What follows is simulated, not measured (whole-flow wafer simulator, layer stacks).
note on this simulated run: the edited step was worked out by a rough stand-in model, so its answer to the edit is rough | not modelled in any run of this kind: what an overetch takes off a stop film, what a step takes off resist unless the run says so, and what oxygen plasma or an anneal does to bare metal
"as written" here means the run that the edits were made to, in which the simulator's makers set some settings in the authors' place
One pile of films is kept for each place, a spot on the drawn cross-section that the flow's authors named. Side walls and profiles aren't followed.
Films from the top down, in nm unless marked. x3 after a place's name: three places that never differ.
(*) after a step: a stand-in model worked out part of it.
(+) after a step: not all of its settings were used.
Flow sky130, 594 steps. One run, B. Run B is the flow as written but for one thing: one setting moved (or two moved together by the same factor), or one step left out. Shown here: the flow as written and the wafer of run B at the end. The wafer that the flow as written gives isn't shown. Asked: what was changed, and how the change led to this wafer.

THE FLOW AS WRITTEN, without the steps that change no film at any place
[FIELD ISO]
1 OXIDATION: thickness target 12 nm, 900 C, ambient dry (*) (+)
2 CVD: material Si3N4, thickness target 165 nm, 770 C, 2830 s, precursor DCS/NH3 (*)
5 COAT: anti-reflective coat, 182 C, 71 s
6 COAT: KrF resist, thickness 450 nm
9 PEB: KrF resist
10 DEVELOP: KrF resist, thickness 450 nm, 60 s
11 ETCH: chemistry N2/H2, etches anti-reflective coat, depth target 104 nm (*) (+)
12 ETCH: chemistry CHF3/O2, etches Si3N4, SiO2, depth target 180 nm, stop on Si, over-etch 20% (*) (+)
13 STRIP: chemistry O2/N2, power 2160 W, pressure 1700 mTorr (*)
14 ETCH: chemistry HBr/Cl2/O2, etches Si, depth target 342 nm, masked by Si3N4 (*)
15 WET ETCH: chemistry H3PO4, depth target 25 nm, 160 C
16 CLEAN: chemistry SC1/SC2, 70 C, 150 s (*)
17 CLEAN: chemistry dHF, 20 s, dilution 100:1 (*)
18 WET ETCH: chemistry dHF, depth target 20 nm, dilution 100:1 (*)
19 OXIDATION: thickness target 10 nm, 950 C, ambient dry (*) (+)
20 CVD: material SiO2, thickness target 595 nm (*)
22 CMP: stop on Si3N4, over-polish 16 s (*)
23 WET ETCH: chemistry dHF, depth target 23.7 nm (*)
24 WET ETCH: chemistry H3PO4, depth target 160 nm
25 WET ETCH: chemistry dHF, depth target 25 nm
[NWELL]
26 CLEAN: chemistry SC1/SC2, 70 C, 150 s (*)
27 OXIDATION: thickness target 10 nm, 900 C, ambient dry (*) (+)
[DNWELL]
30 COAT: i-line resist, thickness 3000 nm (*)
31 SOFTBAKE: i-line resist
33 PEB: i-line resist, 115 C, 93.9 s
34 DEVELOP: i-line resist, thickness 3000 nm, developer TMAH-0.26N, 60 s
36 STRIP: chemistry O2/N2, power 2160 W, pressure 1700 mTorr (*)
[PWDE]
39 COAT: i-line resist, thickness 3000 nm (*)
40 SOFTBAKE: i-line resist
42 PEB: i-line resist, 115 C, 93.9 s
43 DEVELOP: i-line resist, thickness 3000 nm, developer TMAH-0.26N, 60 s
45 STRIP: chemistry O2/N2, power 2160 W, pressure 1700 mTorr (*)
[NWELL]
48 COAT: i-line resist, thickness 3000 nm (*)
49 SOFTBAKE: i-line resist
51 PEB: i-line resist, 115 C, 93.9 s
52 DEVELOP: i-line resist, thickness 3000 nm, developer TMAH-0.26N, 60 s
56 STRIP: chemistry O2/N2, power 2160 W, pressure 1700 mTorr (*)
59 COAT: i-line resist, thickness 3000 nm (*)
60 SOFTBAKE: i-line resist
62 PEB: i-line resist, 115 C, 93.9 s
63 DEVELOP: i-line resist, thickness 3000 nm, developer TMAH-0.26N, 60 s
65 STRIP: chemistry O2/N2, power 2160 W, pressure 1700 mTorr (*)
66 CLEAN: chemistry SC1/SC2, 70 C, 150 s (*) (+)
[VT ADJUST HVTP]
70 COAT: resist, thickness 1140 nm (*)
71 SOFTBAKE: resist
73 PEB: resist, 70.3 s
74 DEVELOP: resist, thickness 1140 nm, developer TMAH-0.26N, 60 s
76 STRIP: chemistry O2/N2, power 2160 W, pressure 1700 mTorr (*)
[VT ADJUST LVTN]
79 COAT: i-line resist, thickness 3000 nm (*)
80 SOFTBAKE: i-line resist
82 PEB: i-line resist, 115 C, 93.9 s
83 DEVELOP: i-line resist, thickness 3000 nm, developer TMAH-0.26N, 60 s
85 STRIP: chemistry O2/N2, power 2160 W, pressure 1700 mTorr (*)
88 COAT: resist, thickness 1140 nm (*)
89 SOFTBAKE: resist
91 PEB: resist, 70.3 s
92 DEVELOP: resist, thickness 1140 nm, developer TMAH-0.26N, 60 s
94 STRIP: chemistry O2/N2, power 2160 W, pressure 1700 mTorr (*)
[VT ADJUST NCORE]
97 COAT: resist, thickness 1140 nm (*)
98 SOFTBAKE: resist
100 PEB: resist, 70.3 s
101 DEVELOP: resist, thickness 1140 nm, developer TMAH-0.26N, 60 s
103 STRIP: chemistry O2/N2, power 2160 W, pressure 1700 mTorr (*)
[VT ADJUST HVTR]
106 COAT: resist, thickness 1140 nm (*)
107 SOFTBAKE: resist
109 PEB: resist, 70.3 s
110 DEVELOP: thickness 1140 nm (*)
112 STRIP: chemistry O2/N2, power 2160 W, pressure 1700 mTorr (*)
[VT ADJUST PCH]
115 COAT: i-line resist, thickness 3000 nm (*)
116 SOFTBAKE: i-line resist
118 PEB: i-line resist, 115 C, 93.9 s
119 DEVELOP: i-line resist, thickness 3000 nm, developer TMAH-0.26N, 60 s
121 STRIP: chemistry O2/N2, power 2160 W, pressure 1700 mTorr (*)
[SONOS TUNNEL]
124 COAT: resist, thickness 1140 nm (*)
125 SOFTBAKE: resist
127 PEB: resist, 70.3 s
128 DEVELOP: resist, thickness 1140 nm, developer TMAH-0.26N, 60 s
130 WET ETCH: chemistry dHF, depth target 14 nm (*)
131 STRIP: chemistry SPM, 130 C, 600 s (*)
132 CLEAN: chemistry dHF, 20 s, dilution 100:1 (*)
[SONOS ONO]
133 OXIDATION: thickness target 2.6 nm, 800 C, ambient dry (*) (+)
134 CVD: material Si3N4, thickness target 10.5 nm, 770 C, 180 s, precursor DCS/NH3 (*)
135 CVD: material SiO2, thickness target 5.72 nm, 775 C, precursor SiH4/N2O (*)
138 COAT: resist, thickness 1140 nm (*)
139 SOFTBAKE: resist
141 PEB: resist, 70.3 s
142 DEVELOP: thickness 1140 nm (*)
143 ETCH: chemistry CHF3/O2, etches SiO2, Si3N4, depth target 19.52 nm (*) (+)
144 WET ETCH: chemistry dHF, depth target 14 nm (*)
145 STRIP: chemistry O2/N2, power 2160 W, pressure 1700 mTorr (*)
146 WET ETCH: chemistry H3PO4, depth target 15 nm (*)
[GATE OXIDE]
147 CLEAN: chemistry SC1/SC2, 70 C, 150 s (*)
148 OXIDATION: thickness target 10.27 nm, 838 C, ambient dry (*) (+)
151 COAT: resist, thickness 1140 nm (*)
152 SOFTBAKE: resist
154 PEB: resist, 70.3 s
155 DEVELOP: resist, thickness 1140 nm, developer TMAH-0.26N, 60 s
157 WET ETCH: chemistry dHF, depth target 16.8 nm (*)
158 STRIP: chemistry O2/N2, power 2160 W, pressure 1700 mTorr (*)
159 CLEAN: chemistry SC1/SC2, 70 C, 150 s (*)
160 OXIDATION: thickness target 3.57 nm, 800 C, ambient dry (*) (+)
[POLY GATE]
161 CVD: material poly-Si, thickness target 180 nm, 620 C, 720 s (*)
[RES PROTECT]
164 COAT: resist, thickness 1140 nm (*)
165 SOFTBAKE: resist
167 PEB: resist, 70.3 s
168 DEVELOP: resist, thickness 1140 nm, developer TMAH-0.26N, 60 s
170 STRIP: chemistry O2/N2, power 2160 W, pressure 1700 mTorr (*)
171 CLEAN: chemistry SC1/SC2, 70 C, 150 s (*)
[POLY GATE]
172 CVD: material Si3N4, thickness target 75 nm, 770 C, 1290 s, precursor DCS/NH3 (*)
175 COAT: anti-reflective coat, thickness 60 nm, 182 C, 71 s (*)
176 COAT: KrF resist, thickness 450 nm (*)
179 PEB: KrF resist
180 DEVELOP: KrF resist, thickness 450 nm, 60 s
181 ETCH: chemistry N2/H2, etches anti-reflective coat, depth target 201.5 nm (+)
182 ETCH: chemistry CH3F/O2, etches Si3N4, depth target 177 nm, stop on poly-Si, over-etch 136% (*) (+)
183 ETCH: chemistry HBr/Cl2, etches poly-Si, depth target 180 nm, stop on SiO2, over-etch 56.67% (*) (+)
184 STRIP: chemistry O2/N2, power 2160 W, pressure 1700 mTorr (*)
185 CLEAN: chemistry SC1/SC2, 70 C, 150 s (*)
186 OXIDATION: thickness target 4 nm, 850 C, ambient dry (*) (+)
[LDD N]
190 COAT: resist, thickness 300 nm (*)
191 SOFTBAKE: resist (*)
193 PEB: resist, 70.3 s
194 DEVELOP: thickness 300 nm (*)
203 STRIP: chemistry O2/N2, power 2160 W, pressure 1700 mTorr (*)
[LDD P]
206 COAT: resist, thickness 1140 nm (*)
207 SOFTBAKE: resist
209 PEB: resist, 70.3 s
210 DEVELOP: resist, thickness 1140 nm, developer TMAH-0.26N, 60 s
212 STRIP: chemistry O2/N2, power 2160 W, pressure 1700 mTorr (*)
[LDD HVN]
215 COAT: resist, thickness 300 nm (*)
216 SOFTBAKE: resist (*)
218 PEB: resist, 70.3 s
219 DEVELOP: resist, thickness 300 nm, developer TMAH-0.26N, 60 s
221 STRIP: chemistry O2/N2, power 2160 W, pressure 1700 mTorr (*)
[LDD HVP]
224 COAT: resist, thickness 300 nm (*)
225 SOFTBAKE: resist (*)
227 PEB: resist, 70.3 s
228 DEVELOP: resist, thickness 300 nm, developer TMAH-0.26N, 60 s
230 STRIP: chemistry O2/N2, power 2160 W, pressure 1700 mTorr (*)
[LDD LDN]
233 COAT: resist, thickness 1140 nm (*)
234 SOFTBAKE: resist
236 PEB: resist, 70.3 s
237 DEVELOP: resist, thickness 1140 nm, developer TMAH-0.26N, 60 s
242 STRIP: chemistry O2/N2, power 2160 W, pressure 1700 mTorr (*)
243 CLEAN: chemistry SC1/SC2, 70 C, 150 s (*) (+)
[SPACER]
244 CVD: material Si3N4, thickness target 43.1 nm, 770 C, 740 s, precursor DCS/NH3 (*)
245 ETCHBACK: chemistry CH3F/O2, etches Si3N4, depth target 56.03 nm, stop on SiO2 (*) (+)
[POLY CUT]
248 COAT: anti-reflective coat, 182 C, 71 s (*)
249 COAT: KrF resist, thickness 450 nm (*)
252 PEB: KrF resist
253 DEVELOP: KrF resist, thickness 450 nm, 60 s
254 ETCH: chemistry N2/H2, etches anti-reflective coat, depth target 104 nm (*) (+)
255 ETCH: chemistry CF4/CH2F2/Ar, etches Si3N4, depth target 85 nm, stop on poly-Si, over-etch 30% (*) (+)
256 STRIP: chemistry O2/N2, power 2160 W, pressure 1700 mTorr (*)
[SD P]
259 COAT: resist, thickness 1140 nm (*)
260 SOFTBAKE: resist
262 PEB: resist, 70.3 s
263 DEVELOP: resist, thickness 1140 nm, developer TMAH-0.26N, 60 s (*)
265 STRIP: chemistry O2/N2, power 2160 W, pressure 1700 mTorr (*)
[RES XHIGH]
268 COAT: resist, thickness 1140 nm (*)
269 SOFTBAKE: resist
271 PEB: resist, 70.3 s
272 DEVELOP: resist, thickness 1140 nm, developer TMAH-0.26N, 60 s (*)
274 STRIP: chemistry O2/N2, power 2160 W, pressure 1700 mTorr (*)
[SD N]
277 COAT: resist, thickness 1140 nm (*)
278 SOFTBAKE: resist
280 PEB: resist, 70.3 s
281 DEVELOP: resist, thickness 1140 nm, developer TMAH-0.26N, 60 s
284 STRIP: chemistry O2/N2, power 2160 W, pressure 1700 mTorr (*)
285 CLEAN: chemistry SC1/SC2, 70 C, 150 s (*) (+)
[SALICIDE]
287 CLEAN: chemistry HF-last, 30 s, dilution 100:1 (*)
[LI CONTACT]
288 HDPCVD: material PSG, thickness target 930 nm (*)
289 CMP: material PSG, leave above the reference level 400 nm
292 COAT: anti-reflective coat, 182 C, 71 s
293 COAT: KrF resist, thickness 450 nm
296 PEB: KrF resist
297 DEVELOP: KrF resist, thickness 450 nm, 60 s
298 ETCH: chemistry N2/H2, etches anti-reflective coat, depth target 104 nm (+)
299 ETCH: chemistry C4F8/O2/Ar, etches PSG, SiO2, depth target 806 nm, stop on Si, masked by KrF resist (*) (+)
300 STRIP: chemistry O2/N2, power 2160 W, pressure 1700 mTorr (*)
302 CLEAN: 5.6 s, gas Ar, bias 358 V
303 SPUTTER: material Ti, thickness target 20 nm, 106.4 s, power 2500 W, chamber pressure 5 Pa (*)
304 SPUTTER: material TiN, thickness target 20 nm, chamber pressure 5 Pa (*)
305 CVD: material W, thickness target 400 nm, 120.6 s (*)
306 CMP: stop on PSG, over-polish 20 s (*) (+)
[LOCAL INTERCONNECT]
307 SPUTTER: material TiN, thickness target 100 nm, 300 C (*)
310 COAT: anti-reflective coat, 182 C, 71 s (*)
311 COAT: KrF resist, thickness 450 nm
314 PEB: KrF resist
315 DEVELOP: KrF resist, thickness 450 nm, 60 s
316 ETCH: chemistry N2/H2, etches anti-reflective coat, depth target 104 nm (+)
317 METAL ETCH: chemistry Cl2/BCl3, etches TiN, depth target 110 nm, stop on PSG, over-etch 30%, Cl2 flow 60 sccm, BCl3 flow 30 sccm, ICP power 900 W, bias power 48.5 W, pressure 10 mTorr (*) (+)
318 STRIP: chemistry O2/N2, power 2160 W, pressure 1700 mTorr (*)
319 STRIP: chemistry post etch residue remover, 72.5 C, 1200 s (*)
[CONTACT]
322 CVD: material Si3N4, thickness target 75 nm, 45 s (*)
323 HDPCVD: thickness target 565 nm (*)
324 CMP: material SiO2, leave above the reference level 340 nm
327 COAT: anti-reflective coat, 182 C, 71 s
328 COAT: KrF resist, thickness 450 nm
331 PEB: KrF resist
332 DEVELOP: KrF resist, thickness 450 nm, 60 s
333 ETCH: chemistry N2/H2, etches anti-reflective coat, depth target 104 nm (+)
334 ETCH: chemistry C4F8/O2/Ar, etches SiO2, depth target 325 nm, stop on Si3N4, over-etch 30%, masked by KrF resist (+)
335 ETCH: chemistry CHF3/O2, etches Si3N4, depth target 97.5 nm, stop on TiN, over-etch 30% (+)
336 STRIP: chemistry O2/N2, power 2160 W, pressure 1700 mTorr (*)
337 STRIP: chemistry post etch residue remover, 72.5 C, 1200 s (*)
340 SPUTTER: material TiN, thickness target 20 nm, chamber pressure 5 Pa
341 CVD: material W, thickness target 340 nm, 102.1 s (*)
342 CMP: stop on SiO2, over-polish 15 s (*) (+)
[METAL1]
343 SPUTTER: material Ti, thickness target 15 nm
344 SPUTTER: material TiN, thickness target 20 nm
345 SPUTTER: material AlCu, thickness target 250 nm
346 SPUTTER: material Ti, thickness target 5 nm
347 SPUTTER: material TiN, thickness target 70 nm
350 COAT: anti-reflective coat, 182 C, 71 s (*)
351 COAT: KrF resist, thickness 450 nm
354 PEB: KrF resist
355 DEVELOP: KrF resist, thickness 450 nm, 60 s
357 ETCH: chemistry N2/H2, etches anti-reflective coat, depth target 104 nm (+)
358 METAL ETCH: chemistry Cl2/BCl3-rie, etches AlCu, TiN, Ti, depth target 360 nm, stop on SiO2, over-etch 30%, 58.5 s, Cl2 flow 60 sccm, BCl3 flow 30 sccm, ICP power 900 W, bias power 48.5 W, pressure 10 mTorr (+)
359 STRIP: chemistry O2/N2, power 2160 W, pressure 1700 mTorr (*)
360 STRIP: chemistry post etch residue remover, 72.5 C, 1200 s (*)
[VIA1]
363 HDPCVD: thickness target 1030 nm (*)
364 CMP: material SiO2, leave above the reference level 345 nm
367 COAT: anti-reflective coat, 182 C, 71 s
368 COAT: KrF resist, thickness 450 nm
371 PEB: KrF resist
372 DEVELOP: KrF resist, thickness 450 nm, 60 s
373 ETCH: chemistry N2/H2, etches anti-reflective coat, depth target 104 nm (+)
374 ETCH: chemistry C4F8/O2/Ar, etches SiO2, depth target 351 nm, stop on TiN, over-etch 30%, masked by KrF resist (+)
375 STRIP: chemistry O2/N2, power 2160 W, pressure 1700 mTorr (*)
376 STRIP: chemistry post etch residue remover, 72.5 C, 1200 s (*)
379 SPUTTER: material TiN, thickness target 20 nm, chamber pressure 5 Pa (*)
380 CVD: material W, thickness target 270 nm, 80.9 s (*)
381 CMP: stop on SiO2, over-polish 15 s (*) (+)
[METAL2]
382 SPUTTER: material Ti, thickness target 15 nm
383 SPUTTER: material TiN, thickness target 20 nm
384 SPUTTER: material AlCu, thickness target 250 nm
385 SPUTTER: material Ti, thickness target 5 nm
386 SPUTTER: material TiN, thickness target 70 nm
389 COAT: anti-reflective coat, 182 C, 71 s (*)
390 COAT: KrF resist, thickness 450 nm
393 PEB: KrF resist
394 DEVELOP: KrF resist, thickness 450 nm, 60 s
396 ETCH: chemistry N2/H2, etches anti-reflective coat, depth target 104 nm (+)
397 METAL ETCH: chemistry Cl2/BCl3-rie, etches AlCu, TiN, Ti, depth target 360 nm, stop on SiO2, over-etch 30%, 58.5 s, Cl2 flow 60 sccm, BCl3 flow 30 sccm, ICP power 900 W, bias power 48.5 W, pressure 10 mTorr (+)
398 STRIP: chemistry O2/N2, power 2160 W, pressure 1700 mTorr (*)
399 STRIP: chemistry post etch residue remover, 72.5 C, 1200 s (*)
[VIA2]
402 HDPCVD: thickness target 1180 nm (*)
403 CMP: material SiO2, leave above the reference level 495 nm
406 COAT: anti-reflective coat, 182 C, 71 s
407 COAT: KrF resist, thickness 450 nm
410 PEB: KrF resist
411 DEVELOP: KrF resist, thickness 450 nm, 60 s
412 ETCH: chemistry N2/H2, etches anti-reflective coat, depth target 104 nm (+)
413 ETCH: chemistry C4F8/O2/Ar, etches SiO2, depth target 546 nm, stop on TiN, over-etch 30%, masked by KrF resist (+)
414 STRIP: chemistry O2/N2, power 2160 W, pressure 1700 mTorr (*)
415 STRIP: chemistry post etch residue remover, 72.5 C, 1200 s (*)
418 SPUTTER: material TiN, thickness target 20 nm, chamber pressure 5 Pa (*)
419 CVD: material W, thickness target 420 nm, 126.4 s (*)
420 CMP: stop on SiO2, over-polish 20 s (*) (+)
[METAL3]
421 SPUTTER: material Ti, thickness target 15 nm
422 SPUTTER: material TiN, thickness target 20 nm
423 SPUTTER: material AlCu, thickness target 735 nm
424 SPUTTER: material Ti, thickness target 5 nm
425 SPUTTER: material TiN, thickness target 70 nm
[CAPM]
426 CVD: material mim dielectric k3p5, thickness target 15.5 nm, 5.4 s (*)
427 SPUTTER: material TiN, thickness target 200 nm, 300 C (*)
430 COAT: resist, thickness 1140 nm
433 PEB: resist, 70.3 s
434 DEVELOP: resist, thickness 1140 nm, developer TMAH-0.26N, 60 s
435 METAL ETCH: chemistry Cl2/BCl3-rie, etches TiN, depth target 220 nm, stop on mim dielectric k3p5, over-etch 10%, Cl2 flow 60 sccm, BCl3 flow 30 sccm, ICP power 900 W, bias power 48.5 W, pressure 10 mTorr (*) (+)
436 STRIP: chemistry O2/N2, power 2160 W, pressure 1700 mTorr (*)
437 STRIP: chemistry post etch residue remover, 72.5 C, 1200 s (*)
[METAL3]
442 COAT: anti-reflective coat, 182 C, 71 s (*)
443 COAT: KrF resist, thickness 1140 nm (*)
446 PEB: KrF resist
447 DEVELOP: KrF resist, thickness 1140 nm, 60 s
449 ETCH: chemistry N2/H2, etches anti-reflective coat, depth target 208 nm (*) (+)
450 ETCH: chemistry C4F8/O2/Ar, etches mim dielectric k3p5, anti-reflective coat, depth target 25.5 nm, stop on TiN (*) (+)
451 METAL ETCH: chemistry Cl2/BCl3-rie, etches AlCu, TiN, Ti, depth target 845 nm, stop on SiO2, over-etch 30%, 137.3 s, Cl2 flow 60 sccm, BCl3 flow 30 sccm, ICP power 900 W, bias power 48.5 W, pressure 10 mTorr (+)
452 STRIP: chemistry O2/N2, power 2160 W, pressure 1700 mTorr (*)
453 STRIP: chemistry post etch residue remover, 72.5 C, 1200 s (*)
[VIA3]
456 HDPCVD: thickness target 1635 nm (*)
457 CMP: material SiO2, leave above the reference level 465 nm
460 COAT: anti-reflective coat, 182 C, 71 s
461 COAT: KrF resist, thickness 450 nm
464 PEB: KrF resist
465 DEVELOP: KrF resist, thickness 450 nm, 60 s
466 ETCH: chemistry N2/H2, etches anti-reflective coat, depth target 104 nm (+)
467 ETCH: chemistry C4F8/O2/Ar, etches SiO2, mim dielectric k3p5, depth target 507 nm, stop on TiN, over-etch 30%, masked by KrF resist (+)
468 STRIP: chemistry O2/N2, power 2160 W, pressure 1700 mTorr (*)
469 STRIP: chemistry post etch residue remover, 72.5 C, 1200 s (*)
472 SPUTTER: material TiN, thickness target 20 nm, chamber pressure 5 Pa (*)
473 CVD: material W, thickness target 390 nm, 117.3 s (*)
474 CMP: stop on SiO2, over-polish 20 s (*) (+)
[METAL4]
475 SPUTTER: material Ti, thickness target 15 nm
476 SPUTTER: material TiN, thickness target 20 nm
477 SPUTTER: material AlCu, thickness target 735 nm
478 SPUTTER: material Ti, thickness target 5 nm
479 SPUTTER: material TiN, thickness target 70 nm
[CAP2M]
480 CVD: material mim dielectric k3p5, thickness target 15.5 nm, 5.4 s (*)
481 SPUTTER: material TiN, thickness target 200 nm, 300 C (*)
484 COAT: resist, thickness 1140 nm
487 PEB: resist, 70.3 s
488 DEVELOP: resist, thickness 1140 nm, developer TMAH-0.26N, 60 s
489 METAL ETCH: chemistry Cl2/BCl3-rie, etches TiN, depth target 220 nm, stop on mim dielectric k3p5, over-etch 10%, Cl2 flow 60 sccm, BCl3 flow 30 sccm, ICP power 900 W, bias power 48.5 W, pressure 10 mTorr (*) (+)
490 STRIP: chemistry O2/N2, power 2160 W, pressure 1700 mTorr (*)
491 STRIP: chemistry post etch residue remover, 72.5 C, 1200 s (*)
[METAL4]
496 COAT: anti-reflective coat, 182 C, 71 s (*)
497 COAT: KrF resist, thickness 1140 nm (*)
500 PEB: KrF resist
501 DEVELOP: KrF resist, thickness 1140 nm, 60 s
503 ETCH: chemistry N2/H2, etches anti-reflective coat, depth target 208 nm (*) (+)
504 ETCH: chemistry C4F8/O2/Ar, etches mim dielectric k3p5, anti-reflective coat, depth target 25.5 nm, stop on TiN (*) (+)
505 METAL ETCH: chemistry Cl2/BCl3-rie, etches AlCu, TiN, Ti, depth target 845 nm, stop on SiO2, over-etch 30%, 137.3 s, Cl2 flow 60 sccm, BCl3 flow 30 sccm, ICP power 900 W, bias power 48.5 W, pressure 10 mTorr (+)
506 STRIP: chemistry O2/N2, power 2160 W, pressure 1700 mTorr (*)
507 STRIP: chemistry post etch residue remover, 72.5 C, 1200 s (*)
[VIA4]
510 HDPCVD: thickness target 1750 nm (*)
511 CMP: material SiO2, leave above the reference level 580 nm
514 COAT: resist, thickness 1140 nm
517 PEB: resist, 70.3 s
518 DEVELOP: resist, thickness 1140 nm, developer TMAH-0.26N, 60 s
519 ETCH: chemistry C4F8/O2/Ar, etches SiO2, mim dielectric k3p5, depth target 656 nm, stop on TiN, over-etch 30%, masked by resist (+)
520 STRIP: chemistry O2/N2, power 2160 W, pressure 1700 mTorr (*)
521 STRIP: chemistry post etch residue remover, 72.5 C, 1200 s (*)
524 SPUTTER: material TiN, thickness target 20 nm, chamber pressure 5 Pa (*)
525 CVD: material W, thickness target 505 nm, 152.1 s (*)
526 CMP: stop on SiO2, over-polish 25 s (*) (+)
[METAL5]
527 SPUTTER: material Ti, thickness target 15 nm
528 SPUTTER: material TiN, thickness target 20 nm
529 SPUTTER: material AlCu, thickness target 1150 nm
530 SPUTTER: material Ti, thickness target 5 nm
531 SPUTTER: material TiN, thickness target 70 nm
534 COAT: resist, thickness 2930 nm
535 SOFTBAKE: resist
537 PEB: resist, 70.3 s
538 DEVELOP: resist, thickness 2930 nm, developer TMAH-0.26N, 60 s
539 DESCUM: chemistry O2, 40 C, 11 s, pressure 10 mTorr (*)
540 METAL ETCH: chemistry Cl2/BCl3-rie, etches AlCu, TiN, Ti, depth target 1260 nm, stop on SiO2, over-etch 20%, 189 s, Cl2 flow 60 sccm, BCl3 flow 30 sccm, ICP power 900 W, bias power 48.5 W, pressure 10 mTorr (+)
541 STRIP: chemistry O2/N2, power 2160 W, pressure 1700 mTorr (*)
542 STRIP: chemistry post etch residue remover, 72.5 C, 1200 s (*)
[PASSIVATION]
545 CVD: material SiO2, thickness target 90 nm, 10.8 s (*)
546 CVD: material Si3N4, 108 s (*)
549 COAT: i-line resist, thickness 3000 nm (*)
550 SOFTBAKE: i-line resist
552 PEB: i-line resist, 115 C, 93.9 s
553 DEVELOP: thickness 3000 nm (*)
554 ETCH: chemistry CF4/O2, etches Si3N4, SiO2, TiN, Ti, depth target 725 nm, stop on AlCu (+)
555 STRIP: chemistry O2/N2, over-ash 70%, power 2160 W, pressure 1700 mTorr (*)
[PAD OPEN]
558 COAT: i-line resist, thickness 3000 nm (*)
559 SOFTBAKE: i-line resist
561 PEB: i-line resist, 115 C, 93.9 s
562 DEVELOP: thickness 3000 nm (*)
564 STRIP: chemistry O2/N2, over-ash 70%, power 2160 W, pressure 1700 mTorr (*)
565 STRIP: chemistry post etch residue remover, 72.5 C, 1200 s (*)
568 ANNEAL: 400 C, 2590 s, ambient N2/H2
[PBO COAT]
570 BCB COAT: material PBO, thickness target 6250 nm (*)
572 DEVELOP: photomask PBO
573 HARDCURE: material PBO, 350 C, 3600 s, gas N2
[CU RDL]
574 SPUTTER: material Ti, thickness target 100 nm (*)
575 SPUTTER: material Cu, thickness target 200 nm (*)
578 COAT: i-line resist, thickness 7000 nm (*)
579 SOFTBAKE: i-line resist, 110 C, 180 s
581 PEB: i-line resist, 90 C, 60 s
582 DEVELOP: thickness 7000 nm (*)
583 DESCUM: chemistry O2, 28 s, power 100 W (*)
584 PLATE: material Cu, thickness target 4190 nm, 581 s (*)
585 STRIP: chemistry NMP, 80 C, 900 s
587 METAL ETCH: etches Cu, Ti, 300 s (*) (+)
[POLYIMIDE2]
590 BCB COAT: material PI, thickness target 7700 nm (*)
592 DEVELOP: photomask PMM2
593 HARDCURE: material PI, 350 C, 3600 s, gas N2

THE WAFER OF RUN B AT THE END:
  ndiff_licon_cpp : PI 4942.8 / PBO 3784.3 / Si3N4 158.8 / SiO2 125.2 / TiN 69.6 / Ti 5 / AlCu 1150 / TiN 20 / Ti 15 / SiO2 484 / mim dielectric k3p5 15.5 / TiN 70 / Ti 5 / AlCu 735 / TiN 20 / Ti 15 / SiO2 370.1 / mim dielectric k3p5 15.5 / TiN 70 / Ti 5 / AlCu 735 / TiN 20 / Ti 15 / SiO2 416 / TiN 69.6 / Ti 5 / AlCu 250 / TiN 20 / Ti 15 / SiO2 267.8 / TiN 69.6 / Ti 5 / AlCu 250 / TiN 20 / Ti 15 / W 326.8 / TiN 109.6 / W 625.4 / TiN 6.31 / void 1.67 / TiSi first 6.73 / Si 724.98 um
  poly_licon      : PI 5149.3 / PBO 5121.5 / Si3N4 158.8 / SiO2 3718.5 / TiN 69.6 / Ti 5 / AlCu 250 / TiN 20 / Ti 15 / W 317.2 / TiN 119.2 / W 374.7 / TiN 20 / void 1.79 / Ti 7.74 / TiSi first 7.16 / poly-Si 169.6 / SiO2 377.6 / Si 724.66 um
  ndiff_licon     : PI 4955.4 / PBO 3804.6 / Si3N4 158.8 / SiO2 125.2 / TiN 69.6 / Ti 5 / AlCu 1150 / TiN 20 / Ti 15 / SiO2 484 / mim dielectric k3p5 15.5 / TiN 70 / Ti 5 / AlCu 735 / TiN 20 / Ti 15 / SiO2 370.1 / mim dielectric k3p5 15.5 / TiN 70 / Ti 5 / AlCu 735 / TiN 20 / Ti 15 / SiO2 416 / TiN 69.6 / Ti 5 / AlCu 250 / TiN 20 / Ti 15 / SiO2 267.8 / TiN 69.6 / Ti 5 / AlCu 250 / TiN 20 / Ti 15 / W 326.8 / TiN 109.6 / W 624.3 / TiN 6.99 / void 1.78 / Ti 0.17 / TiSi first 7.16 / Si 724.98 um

The cause: step 303, SPUTTER: 63.82 s was run, where the flow has 106.4 s.

How the change led to this, step by step:
  303 SPUTTER: material Ti, thickness target 20 nm, 106.4 s, power 2500 W, chamber pressure 5 Pa (*)
      field, active, n_well and 185 more: Ti +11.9 (new film) (as written it would be: Ti +20 (new film))
      ndiff_licon: Ti +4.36 (new film) (as written it would be: Ti +7.24 (new film))
      (and at 2 more places)
  306 CMP: stop on PSG, over-polish 20 s (*) (+)
      field, active, n_well and 184 more: W -400 (all of it), TiN -20 (all of it), Ti -11.9 (all of it), PSG -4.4 (as written it would be: W -400 (all of it), TiN -20 (all of it), Ti -20 (all of it), PSG -4.4)
      poly_licon: W -25.3 (as written it would be: W -33.3)
Counting metal films that touch as one body, ndiff_licon_cpp has 5 bodies (between them, from the top down: SiO2 484 / mim dielectric k3p5 15.5; SiO2 370.1 / mim dielectric k3p5 15.5; SiO2 416; SiO2 267.8); the flow as written gives 6 bodies (between them, from the top down: SiO2 484 / mim dielectric k3p5 15.5; SiO2 370.1 / mim dielectric k3p5 15.5; SiO2 416; SiO2 267.8; void 1.78).
